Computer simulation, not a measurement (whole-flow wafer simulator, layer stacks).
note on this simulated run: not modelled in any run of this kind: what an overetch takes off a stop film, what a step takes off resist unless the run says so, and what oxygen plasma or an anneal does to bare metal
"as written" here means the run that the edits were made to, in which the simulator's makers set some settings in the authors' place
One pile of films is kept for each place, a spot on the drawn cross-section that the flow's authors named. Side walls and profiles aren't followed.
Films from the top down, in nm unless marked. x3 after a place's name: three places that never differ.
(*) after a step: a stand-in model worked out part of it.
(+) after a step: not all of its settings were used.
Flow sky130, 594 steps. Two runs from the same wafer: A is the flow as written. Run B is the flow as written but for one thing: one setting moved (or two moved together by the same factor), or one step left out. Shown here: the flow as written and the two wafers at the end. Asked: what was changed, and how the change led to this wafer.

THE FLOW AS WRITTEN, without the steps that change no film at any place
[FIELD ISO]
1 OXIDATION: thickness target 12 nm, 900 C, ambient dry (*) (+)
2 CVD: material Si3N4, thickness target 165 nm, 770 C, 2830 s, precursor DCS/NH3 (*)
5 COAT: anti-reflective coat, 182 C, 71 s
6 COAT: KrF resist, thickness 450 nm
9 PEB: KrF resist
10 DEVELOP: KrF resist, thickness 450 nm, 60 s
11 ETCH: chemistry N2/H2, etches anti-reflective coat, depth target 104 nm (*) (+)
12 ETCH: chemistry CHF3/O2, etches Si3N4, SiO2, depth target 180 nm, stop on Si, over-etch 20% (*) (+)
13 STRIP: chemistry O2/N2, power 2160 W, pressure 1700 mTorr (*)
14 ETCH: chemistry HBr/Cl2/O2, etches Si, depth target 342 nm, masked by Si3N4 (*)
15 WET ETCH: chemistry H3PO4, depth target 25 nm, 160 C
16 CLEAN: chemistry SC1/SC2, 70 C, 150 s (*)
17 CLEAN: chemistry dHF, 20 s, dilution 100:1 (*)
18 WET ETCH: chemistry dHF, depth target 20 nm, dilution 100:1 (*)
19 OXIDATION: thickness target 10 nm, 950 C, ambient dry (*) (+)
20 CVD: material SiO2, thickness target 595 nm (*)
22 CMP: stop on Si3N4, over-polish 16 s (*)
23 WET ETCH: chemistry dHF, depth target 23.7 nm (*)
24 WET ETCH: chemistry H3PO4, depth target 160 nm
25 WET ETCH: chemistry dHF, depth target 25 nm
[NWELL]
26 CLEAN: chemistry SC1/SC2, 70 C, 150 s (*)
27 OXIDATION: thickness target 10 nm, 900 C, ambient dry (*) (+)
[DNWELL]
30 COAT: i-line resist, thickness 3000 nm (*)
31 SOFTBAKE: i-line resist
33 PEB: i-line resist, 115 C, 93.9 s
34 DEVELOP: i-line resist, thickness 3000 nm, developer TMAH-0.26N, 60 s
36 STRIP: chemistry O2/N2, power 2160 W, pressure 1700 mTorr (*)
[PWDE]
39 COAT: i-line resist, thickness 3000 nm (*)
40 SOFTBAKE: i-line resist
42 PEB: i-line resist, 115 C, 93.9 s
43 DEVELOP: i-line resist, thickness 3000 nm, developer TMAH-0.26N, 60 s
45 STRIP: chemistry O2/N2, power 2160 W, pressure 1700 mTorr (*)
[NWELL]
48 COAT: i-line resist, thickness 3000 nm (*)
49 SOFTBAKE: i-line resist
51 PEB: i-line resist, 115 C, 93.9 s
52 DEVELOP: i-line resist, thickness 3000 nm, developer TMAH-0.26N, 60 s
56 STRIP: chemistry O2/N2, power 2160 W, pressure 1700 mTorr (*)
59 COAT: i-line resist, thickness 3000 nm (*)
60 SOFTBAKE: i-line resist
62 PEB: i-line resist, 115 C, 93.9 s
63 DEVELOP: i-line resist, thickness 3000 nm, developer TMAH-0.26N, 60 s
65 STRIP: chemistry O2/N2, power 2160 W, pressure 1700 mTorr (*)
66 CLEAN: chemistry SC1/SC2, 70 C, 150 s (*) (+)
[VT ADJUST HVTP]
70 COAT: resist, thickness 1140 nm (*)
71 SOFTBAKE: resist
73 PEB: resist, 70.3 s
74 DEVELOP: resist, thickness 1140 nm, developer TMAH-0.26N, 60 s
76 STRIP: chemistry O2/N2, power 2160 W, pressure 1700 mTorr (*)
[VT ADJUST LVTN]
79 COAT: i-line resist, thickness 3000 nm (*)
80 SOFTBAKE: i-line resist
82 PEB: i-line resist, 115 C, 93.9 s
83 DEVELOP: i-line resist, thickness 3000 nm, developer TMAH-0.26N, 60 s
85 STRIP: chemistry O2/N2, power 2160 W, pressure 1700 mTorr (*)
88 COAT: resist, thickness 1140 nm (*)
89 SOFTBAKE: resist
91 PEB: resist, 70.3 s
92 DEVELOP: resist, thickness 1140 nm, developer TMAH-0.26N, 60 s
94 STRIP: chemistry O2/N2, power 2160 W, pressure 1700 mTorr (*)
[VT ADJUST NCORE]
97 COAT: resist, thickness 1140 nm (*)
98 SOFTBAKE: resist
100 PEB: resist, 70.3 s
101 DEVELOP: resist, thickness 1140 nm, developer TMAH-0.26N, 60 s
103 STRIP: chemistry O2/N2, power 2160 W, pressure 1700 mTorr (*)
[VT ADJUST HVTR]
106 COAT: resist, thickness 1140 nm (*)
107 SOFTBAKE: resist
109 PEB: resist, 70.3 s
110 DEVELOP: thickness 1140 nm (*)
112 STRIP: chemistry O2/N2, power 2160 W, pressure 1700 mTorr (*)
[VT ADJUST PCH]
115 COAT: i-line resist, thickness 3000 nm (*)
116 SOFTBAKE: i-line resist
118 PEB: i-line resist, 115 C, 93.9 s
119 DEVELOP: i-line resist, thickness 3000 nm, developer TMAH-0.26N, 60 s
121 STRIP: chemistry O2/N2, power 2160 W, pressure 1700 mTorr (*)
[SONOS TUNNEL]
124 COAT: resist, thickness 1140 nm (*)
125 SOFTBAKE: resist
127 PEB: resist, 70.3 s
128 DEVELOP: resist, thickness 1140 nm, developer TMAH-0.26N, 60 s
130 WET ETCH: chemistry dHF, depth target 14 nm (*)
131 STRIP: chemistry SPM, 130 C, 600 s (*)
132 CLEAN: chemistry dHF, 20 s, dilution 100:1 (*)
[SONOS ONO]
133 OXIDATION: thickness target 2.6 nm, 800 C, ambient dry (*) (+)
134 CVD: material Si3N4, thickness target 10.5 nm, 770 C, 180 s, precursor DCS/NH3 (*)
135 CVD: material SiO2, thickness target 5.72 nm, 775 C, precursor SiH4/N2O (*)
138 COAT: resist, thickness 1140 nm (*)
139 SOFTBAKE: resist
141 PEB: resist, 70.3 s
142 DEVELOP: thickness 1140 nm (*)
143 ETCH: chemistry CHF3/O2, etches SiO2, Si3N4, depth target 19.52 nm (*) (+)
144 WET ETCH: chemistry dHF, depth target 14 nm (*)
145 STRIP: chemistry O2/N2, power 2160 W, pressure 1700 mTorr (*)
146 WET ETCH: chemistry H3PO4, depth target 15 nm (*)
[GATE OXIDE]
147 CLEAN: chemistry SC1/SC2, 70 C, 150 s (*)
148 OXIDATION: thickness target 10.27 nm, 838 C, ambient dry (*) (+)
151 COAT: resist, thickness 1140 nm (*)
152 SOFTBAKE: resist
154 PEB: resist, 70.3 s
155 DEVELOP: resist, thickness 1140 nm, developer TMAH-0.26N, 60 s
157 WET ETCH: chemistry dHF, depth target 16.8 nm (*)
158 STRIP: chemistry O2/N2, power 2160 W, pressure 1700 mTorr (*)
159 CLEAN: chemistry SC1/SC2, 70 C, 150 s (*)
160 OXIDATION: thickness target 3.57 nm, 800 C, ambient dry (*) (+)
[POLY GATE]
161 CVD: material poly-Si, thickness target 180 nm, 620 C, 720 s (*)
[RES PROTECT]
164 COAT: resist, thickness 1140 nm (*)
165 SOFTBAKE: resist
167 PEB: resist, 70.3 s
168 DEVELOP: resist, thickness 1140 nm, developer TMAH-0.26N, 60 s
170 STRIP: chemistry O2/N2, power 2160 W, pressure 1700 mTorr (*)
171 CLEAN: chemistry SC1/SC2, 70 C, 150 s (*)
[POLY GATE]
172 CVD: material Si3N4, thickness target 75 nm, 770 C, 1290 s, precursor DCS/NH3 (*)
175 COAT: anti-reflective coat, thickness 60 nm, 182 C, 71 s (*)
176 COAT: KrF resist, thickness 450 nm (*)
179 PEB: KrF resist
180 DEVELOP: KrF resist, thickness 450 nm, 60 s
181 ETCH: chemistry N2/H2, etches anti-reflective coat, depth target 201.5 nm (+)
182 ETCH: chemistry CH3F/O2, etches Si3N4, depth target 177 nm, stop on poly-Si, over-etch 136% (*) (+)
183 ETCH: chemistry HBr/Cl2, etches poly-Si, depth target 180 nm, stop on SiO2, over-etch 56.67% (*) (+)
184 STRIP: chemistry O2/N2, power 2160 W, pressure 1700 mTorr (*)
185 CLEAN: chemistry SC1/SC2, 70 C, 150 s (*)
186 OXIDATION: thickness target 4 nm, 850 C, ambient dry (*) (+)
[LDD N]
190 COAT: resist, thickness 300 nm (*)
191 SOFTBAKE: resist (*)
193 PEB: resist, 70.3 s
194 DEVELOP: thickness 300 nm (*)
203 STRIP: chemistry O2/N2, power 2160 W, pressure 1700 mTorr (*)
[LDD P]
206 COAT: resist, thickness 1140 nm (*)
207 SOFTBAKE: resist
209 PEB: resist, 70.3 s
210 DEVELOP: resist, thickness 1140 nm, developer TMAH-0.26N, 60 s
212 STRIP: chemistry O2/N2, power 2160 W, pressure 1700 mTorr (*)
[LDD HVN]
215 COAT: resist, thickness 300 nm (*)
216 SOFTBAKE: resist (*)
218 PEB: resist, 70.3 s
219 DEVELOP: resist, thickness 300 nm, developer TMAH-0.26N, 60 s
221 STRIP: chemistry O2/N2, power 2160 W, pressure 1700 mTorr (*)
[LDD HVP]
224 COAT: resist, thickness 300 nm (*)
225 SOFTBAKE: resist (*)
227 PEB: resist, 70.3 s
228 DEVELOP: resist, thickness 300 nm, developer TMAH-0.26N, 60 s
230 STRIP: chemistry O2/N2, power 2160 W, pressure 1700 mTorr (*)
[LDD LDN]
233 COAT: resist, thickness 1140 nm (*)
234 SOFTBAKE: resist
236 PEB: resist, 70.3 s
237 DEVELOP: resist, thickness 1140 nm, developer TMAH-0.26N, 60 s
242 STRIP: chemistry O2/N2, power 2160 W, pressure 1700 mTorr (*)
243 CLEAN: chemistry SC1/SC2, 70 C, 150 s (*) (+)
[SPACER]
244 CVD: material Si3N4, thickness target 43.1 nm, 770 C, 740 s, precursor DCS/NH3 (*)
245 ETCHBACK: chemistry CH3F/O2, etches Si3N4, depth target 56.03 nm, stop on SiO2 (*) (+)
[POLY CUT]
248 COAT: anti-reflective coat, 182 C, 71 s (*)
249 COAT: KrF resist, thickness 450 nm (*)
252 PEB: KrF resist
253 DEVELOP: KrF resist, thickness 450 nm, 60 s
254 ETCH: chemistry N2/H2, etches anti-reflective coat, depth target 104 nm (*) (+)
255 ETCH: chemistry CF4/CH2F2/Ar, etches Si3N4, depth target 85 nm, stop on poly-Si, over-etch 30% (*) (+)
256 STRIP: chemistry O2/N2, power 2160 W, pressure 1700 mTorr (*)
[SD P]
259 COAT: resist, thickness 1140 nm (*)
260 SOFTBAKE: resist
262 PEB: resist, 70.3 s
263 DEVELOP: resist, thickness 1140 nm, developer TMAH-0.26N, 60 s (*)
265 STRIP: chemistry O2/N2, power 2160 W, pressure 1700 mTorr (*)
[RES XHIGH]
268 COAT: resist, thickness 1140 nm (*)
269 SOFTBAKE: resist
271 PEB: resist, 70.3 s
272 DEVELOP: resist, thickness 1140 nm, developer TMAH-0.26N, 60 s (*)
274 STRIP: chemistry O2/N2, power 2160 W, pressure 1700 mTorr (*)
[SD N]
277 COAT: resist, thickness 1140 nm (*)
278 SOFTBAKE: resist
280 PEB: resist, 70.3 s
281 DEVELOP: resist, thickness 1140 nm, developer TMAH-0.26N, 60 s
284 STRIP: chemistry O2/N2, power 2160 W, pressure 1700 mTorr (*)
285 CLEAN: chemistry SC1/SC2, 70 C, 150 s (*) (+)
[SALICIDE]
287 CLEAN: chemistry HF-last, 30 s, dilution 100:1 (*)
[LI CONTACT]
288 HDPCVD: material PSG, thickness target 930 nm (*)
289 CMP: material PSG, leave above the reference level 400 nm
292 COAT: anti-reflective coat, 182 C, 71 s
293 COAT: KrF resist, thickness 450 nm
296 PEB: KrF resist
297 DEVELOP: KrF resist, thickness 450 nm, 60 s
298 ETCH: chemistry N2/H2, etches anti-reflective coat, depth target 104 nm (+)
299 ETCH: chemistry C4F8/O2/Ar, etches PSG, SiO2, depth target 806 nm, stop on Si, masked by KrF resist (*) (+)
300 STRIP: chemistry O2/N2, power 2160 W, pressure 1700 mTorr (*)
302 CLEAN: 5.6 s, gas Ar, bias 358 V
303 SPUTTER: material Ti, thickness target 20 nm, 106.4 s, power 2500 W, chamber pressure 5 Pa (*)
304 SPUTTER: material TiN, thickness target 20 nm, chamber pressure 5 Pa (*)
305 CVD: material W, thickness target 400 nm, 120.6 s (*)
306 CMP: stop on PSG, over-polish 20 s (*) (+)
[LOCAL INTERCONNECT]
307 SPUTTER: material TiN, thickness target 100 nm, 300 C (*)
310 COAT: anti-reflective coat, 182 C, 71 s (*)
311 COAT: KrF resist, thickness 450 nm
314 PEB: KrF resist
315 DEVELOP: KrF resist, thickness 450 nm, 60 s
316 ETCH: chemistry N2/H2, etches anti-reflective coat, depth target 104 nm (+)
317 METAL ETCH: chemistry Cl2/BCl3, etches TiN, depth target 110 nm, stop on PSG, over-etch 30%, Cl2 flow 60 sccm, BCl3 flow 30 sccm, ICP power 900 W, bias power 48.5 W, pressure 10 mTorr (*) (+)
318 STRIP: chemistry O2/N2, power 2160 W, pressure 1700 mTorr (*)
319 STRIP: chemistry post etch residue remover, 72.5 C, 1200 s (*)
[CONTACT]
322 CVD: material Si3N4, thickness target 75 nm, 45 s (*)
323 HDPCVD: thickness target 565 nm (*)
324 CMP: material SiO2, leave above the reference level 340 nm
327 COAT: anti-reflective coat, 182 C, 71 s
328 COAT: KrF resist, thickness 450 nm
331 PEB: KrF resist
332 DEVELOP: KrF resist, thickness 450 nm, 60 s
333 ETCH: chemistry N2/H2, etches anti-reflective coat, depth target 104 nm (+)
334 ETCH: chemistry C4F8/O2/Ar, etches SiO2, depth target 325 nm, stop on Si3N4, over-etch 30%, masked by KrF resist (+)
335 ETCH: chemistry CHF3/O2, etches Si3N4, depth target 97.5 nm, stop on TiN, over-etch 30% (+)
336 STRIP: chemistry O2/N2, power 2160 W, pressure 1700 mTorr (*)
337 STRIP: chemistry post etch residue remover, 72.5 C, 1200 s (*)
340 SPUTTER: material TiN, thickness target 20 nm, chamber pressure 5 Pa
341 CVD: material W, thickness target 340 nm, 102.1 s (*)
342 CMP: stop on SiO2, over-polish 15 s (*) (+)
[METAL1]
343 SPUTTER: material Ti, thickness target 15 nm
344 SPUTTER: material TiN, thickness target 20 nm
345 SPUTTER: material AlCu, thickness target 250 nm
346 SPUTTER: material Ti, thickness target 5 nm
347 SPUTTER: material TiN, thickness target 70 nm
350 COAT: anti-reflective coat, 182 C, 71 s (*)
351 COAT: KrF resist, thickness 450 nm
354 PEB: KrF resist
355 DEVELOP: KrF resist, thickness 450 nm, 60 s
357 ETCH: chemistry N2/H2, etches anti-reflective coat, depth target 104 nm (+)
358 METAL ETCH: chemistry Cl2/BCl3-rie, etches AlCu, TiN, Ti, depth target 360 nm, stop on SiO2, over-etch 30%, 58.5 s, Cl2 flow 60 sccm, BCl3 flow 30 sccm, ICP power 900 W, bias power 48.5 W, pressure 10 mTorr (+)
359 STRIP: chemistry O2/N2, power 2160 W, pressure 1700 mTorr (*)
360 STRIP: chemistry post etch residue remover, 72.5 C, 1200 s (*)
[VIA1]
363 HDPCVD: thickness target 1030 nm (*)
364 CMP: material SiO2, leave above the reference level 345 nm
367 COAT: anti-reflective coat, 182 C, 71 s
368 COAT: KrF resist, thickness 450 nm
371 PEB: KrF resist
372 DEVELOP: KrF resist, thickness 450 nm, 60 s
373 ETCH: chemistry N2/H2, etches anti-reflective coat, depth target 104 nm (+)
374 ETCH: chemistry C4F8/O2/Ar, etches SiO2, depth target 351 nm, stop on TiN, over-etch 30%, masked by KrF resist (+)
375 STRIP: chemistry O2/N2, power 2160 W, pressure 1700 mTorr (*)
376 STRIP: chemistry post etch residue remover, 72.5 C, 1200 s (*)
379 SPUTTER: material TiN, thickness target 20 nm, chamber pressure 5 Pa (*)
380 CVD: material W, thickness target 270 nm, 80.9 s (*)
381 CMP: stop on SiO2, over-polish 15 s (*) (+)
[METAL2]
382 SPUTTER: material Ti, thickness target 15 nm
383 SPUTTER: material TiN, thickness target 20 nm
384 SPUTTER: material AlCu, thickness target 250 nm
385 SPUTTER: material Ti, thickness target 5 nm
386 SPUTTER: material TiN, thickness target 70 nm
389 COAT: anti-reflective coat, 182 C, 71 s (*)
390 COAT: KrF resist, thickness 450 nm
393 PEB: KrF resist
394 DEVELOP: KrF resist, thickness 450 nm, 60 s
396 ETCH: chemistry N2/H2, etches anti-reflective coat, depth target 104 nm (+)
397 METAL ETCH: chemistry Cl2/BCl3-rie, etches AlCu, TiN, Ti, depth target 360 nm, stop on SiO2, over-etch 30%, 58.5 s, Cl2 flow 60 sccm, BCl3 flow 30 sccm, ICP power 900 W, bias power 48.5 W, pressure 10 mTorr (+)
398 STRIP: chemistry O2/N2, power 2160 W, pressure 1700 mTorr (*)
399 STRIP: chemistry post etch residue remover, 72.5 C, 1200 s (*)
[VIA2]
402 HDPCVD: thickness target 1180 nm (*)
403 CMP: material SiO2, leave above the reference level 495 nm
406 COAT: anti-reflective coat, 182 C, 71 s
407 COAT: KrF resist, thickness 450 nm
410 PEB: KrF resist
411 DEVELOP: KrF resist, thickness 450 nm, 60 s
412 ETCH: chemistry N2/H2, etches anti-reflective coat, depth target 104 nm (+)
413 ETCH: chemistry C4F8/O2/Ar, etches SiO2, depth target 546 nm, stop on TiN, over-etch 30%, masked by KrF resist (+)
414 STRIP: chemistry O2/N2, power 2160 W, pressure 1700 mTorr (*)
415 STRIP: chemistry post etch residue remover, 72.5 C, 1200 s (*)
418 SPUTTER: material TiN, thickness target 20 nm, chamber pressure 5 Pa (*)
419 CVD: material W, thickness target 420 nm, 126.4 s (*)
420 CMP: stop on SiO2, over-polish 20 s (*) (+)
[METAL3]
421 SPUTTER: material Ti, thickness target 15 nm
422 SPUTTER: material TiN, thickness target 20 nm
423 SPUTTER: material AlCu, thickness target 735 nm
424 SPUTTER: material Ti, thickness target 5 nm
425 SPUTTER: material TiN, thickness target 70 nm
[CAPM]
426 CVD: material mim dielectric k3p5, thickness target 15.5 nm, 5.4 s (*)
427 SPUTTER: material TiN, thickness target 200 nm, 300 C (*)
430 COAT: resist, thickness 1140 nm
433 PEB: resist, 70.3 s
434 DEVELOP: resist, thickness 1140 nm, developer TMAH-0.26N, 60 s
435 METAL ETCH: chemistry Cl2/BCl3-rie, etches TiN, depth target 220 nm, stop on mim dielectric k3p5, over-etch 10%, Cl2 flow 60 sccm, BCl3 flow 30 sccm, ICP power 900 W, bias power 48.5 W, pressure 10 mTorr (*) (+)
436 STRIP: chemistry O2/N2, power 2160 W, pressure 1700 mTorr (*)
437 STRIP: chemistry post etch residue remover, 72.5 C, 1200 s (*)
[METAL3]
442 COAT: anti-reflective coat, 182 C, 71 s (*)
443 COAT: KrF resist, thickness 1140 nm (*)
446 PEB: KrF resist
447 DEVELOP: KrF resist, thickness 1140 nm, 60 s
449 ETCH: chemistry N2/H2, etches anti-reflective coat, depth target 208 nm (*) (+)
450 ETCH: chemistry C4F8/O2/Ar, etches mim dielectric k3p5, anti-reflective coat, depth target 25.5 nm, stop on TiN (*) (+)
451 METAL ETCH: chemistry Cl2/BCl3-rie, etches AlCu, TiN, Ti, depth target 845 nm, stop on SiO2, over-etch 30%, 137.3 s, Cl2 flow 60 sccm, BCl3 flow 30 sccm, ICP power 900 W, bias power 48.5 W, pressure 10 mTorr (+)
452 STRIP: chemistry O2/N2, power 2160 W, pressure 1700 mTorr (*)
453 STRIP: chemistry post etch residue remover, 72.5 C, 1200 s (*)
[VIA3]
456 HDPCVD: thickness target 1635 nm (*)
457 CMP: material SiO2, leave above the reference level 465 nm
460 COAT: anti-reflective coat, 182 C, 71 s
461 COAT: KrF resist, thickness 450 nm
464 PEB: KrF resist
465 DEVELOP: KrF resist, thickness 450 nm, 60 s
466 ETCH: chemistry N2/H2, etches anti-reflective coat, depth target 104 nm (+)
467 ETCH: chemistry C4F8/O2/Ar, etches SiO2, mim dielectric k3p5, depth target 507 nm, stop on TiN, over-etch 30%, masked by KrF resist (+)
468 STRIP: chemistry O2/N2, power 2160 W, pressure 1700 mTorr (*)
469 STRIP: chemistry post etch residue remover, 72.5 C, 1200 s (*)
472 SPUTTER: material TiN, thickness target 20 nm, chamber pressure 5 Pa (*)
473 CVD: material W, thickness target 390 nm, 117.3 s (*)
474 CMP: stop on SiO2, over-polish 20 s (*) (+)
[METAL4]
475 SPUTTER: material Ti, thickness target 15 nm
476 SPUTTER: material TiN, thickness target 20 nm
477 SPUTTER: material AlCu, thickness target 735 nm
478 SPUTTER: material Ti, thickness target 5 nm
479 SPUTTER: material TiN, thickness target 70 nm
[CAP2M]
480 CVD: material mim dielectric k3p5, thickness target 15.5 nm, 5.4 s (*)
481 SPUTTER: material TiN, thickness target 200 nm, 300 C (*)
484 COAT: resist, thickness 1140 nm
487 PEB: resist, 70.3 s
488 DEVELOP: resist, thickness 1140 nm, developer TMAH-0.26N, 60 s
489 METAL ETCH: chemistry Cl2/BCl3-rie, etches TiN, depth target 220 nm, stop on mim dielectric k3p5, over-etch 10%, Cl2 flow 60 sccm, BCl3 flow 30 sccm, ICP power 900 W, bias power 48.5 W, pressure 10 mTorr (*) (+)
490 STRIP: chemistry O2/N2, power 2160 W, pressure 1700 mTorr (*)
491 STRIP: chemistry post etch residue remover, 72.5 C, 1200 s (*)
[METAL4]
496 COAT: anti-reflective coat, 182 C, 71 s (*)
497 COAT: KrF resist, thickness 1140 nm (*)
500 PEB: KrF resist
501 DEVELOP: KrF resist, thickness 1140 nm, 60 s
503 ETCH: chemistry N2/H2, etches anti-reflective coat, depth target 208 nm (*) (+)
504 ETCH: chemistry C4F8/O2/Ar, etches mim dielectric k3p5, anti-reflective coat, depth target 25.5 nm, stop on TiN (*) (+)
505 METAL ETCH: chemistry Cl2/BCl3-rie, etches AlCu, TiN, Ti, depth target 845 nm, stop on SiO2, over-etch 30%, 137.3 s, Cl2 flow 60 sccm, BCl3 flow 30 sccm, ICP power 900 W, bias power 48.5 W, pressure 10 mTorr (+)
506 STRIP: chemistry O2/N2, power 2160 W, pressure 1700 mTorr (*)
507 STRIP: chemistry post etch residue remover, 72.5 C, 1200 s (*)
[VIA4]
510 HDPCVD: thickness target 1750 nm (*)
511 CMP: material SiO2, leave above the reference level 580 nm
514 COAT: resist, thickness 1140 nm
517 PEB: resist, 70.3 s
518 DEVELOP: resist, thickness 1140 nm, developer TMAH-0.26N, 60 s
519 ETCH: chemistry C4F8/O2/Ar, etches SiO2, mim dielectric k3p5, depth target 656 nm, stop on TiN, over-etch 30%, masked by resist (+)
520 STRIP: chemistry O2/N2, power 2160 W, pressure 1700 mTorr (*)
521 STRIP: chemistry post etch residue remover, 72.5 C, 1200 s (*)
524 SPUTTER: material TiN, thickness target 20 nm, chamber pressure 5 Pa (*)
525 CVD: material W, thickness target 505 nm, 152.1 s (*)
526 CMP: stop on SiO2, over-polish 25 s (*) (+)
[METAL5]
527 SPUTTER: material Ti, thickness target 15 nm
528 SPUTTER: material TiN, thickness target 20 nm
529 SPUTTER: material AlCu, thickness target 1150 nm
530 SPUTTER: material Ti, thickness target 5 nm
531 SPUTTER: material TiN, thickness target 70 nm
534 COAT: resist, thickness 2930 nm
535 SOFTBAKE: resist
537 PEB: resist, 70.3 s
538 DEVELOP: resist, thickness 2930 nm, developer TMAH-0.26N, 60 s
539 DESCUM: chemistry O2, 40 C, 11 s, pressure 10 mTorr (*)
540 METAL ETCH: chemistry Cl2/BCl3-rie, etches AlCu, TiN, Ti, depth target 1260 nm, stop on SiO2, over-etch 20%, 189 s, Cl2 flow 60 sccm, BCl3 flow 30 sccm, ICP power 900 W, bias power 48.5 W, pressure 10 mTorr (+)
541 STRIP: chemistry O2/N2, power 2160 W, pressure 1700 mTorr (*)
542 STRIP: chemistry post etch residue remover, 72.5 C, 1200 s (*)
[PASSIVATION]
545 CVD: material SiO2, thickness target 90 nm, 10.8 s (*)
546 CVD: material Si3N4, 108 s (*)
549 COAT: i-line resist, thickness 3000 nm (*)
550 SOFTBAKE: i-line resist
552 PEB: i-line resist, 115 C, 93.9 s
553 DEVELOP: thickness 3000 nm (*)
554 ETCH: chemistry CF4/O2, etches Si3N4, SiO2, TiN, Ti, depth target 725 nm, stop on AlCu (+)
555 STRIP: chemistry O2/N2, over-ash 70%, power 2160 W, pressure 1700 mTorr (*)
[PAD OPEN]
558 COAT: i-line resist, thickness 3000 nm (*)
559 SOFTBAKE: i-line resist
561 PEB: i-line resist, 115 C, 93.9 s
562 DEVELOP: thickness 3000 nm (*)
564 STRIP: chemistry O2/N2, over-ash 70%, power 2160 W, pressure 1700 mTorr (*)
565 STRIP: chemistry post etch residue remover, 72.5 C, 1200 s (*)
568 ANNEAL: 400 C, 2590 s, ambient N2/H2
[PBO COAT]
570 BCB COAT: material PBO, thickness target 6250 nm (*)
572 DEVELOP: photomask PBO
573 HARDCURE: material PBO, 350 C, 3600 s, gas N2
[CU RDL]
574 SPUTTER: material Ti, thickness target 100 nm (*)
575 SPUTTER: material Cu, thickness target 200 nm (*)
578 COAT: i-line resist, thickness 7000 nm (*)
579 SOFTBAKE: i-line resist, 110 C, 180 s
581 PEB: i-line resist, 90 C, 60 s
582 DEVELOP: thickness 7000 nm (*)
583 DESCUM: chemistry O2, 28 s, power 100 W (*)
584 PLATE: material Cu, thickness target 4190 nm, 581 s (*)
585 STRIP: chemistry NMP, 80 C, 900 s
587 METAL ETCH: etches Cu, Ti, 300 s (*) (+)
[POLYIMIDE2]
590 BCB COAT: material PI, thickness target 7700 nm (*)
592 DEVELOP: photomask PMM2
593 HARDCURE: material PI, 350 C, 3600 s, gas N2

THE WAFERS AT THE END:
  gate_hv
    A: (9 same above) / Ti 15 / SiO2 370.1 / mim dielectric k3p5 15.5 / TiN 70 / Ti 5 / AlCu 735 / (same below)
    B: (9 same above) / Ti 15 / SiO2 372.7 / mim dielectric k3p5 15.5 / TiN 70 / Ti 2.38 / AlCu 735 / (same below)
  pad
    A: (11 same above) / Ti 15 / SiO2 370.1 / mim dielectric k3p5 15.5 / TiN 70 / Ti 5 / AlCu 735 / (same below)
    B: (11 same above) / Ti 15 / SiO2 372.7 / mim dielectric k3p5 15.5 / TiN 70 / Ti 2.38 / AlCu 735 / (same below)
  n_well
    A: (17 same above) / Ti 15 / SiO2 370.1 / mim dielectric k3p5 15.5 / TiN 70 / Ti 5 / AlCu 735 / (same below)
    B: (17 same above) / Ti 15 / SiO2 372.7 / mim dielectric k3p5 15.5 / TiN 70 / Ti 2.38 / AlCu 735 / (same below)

The cause: step 424, SPUTTER: thickness target 2.38 nm was run, where the flow has thickness target 5 nm.
It can be read off the wafer: gate_hv has Ti 2.38, and step 424 as written asks for 5 nm.

How the change led to this, step by step:
  424 SPUTTER: material Ti, thickness target 5 nm
      field, active, n_well and 188 more: A Ti +5 (new film) | B Ti +2.38 (new film)
  451 METAL ETCH: chemistry Cl2/BCl3-rie, etches AlCu, TiN, Ti, depth target 845 nm, stop on SiO2, over-etch 30%, 137.3 s, Cl2 flow 60 sccm, BCl3 flow 30 sccm, ICP power 900 W, bias power 48.5 W, pressure 10 mTorr (+)
      field, gate, spacer and 68 more: A TiN -70 (all of it), Ti -5 (all of it), AlCu -735 (all of it), TiN -20 (all of it), Ti -15 (all of it), SiO2 -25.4 | B TiN -70 (all of it), Ti -2.38 (all of it), AlCu -735 (all of it), TiN -20 (all of it), Ti -15 (all of it), SiO2 -25.6
      active, vpp_ln, vpp_iso2 and 11 more: A TiN -70 (all of it), Ti -5 (all of it), AlCu -735 (all of it), TiN -20 (all of it), Ti -15 (all of it), SiO2 -25.3 | B TiN -70 (all of it), Ti -2.38 (all of it), AlCu -735 (all of it), TiN -20 (all of it), Ti -15 (all of it), SiO2 -25.6
